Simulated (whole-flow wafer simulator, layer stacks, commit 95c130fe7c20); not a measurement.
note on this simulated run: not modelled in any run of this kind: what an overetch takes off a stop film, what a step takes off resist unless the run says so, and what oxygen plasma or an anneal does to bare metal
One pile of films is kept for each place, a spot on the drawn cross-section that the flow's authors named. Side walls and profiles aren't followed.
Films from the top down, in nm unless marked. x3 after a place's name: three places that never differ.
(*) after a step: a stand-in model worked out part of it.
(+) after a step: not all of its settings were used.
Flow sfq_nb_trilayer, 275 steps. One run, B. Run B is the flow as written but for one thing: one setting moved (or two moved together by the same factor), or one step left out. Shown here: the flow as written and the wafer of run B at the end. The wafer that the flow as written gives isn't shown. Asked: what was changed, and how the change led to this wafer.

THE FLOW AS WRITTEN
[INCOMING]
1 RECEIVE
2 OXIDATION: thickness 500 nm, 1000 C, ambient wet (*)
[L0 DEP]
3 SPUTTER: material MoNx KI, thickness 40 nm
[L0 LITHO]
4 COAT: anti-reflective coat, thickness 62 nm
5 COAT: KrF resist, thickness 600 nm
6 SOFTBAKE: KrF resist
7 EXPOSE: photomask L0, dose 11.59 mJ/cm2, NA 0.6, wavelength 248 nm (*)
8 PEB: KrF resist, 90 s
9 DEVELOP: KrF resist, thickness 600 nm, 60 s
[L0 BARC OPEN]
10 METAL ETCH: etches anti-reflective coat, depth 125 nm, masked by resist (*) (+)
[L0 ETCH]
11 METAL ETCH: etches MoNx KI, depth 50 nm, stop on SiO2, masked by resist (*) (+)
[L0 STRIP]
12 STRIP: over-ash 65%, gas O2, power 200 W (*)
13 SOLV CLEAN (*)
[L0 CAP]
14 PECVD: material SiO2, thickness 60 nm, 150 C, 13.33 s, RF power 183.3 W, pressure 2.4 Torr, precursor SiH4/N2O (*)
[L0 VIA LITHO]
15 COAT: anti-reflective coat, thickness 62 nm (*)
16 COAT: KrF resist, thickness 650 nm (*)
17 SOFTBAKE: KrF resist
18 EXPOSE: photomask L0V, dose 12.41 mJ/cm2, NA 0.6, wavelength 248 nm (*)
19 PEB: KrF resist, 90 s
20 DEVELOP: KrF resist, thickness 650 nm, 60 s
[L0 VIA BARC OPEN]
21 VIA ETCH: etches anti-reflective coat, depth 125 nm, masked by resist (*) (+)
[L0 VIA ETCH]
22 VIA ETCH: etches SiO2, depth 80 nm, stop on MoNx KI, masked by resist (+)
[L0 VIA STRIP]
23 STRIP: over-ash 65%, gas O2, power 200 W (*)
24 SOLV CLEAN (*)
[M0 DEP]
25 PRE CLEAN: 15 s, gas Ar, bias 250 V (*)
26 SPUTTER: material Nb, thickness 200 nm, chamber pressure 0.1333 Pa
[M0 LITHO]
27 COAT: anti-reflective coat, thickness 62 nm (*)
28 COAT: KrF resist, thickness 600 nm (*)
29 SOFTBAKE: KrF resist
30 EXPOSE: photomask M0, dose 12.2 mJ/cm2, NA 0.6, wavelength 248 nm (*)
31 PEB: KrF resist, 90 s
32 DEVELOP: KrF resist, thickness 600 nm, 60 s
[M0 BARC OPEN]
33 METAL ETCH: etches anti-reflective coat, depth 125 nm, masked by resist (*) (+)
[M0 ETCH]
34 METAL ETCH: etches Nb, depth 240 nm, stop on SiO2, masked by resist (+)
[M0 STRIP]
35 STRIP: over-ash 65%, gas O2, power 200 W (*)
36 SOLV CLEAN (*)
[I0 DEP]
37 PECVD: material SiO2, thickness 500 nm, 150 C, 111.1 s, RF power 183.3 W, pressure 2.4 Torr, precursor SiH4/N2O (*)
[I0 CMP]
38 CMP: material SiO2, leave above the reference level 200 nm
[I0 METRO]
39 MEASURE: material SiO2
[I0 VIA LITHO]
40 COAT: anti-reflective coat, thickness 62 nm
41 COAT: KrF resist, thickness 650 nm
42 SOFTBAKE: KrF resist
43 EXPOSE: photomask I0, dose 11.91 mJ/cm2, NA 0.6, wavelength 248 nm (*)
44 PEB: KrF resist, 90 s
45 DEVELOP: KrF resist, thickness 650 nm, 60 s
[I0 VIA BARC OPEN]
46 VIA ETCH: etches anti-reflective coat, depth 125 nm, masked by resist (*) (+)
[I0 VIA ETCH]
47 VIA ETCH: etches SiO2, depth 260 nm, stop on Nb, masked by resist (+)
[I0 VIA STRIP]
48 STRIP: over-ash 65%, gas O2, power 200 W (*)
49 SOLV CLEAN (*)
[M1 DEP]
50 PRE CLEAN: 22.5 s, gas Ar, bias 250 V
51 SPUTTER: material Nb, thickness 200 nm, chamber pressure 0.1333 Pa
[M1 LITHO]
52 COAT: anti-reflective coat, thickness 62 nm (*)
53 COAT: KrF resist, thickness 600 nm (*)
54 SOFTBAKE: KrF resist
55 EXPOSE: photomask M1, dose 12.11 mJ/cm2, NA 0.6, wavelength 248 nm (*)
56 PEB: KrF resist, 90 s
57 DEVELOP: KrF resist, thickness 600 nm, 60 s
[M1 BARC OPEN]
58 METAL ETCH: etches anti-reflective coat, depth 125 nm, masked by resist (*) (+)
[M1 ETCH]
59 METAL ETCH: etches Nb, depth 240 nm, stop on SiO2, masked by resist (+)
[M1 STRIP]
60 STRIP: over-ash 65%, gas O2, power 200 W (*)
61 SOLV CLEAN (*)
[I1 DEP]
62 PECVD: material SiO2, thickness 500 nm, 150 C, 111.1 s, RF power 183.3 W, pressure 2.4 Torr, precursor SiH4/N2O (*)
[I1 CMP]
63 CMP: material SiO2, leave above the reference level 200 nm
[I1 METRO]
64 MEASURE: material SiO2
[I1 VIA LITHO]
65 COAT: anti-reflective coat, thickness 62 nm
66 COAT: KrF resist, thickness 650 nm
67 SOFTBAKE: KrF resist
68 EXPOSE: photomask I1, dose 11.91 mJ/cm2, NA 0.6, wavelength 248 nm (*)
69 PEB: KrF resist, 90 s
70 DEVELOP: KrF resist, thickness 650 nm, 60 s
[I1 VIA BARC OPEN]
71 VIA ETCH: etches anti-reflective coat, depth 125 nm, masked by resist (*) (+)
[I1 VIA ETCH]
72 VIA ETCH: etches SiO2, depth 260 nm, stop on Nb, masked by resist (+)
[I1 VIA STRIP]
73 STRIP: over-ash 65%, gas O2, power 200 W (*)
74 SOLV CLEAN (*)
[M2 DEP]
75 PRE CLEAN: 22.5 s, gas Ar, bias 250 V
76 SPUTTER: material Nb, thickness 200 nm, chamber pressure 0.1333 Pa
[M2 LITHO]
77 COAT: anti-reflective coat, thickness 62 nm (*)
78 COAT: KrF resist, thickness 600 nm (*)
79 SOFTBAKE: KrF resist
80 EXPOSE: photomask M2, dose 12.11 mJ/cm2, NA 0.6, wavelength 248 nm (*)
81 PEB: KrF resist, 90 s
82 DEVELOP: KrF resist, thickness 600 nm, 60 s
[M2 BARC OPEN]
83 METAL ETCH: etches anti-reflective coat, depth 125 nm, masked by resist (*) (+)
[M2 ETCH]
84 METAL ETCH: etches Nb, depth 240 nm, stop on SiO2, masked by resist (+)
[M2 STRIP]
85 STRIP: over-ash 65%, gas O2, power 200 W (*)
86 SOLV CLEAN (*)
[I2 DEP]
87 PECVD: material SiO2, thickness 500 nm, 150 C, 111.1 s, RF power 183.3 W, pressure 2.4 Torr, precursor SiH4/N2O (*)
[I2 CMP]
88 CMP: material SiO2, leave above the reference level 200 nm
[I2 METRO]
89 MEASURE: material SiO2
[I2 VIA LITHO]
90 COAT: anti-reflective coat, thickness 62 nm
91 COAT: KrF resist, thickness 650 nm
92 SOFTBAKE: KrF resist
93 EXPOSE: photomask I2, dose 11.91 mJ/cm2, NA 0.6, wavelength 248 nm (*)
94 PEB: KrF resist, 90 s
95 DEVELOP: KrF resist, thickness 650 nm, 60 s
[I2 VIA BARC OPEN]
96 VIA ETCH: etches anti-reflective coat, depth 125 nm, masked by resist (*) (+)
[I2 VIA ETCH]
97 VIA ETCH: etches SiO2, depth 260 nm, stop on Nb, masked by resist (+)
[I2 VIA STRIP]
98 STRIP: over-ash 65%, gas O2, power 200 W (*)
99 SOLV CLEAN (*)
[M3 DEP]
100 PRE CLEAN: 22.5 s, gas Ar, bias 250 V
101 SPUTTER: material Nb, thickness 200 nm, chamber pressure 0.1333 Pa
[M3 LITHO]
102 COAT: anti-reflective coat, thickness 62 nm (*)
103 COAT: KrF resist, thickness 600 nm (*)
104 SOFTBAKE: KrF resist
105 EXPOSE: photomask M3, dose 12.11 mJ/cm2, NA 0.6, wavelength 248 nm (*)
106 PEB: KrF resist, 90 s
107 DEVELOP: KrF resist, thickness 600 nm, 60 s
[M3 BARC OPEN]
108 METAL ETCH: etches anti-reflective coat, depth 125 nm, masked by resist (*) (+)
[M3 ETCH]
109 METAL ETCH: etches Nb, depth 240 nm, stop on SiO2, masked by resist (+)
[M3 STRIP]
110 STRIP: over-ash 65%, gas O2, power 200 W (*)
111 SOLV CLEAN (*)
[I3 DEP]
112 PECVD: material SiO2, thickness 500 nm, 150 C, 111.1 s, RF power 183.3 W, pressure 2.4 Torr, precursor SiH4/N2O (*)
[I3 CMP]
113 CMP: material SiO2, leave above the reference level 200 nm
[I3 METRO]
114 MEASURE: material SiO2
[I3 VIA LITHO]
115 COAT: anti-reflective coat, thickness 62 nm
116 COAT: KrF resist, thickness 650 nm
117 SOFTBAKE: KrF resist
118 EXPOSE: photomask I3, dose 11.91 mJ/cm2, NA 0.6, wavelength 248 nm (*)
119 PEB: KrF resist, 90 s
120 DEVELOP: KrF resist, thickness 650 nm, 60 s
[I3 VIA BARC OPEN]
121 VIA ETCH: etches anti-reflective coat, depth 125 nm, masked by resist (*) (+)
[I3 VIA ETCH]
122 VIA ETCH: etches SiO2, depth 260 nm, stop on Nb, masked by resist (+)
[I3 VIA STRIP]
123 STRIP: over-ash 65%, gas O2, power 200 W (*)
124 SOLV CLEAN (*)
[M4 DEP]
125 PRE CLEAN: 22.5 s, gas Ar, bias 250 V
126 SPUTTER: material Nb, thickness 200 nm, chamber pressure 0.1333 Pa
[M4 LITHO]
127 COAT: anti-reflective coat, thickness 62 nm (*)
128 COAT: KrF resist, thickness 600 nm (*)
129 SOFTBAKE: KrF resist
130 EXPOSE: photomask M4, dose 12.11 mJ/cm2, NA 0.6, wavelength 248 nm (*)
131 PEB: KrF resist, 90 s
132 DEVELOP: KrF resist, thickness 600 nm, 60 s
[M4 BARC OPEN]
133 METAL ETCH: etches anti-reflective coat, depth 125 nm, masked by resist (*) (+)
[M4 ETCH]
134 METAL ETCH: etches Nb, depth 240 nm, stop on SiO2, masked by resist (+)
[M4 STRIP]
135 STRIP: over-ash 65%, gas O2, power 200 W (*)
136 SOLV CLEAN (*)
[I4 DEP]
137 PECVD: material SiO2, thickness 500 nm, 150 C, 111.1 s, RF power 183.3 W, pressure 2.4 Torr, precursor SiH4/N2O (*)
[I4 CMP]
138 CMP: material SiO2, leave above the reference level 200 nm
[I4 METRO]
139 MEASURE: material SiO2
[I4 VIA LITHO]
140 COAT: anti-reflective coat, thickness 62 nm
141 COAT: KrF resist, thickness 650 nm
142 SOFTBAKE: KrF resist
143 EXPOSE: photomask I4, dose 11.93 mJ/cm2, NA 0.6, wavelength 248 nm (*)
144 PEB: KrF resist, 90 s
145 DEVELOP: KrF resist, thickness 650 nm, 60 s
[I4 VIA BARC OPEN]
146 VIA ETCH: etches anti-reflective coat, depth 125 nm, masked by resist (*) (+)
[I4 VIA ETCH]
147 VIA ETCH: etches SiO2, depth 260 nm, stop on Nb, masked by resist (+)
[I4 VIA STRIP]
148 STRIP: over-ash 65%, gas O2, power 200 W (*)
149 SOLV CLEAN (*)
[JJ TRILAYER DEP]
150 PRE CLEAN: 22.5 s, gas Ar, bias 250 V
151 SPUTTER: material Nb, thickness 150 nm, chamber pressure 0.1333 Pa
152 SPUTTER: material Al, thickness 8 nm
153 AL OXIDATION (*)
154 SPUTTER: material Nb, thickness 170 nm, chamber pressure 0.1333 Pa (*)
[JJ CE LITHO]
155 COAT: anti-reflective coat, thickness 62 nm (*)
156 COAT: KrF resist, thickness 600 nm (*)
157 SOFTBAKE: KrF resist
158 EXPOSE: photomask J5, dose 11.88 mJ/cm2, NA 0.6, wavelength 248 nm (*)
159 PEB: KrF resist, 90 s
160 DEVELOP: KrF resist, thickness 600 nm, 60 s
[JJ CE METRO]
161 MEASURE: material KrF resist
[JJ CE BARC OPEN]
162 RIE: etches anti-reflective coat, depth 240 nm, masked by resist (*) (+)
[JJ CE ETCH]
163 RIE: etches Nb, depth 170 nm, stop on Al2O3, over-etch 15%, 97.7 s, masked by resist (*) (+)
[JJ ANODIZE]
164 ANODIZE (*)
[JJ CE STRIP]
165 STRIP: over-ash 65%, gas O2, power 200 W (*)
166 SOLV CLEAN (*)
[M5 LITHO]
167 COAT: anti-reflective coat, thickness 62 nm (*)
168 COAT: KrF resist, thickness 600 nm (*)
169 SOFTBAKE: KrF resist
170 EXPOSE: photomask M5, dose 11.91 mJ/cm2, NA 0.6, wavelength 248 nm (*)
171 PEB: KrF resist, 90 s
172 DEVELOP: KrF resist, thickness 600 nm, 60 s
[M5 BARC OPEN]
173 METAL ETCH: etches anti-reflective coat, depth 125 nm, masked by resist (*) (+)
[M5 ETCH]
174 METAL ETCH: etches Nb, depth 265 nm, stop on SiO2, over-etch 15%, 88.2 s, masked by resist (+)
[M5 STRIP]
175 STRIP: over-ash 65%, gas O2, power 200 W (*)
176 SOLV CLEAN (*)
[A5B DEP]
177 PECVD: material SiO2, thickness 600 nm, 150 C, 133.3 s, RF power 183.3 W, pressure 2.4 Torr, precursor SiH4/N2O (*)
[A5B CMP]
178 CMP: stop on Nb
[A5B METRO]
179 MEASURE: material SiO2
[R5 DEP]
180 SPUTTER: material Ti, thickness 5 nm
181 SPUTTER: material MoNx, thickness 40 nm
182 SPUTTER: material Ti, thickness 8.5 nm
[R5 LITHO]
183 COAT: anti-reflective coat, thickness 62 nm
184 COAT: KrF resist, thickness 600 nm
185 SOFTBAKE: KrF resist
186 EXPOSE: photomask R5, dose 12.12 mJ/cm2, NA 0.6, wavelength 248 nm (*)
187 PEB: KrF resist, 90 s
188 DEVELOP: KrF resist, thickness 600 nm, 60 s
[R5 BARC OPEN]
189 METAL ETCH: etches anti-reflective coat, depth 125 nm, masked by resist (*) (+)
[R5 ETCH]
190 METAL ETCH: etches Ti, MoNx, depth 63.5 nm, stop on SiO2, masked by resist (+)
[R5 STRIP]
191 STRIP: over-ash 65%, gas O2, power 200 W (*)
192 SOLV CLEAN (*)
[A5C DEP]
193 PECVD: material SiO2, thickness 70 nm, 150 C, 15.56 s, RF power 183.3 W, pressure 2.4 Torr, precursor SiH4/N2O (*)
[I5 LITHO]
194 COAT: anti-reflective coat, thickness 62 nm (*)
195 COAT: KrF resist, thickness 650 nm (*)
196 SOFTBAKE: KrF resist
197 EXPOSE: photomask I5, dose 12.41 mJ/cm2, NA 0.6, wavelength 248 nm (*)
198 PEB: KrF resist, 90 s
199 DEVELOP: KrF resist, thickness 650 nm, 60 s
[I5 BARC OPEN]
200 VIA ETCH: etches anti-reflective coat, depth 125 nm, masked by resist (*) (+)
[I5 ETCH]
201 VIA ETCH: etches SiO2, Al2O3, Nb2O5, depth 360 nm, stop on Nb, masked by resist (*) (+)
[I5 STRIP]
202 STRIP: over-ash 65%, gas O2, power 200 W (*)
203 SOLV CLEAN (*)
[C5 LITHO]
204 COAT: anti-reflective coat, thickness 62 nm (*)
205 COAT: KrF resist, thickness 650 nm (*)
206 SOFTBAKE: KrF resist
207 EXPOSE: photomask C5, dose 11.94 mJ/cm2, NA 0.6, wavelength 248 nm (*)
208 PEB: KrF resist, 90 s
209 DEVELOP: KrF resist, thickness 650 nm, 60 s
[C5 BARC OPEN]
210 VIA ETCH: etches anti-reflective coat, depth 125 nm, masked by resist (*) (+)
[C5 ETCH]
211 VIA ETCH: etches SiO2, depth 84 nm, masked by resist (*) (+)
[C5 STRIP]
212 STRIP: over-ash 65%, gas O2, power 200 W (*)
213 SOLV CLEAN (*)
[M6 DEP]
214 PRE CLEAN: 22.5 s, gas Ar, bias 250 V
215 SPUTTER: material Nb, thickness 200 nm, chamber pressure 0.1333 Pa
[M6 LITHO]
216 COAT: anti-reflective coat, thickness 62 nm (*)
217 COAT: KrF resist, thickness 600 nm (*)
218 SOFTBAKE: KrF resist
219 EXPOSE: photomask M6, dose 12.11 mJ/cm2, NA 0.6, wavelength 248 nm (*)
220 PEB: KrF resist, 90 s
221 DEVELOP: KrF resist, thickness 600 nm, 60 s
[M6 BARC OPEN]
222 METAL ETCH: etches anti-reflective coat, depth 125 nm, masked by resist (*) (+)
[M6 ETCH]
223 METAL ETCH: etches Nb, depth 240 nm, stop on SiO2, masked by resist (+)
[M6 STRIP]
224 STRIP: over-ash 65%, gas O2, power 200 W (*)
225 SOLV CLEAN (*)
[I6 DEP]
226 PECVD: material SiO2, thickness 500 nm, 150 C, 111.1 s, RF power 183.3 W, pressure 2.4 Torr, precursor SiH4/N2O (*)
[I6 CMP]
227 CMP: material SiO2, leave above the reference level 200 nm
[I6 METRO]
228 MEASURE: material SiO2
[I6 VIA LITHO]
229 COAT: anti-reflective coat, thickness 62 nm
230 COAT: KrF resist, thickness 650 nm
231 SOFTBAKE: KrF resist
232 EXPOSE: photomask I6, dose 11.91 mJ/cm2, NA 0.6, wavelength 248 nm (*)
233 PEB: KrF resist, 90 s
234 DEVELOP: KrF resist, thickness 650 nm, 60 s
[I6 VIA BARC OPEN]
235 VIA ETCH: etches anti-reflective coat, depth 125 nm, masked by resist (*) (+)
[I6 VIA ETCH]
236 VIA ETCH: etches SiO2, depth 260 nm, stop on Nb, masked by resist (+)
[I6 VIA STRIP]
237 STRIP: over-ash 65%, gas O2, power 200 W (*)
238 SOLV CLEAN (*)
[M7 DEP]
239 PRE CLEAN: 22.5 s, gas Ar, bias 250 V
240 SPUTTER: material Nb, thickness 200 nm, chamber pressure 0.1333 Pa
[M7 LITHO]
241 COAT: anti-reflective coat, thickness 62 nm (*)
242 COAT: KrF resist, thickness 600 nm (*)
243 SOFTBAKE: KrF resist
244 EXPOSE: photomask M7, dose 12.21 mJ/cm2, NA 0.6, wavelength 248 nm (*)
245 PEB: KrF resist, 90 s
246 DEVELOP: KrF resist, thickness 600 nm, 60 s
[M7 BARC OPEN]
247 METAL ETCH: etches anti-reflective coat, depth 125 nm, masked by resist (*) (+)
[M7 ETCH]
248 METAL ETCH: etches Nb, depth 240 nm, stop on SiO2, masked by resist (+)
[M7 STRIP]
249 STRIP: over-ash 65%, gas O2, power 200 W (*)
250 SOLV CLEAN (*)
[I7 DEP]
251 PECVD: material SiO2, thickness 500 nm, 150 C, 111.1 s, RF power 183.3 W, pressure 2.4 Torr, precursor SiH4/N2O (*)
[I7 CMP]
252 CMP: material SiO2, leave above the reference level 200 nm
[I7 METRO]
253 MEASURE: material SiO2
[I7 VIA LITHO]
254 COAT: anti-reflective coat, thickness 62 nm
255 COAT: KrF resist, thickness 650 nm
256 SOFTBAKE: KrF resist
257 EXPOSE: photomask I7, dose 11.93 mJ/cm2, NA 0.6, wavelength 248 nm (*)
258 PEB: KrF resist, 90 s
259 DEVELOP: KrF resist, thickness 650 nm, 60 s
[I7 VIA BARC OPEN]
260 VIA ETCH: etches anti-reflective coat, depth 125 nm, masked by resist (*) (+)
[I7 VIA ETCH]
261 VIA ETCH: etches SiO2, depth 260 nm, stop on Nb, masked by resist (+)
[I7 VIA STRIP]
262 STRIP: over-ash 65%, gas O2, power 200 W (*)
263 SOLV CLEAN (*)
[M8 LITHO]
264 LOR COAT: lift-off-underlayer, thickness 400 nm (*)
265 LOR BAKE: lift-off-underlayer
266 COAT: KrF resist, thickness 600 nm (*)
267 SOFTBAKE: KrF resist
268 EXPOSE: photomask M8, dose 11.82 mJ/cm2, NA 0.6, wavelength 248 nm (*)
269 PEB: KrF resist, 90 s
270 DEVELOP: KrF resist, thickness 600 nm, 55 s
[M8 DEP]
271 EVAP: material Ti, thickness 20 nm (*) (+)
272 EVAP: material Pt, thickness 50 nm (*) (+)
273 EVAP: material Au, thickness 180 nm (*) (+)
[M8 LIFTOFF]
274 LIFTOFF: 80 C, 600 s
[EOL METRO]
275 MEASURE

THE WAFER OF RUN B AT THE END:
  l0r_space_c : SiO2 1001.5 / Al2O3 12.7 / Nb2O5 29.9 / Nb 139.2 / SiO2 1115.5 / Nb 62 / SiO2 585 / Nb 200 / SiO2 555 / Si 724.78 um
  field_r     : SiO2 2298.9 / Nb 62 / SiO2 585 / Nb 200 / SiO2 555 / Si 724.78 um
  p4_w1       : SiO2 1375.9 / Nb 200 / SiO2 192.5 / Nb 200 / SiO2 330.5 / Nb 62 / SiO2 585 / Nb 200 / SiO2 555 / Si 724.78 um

The cause: step 84, METAL ETCH: depth 138 nm was run, where the flow has depth 240 nm.

How the change led to this, step by step:
  84 METAL ETCH: etches Nb, depth 240 nm, stop on SiO2, masked by resist (+)
      field_l, be, be_sur and 81 more: Nb -138 (as written it would be: Nb -200 (all of it))
      v_sur, via_wl, via_w and 19 more: KrF resist -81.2 (as written it would be: KrF resist -141.2)
  85 STRIP: over-ash 65%, gas O2, power 200 W (*)
      wl_j_sl, wl_jj, wl_j_sr and 12 more: KrF resist -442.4 (all of it), anti-reflective coat -62 (all of it) (as written it would be: KrF resist -382.4 (all of it), anti-reflective coat -62 (all of it))
      v_sur: KrF resist -440 (all of it), anti-reflective coat -61.4 (all of it) (as written it would be: KrF resist -380 (all of it), anti-reflective coat -61.4 (all of it))
      (and at 6 more places)
  87 PECVD: material SiO2, thickness 500 nm, 150 C, 111.1 s, RF power 183.3 W, pressure 2.4 Torr, precursor SiH4/N2O (*)
      field_l, be, be_sur and 81 more: SiO2 +500 (new film) (as written it would be: SiO2 +500)
  88 CMP: material SiO2, leave above the reference level 200 nm
      field_l, be, be_sur and 81 more: SiO2 -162 (as written it would be: SiO2 -100)
Counting metal films that touch as one body, l0r_space_c has 3 bodies (between them, from the top down: SiO2 1115.5; SiO2 585); the flow as written gives 2 bodies (between them, from the top down: SiO2 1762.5).
Counting metal films that touch as one body, field_r has 2 bodies (between them, from the top down: SiO2 585); the flow as written gives 1 body.
Counting metal films that touch as one body, p4_w1 has 4 bodies (between them, from the top down: SiO2 192.5; SiO2 330.5; SiO2 585); the flow as written gives 3 bodies (between them, from the top down: SiO2 192.5; SiO2 977.5).
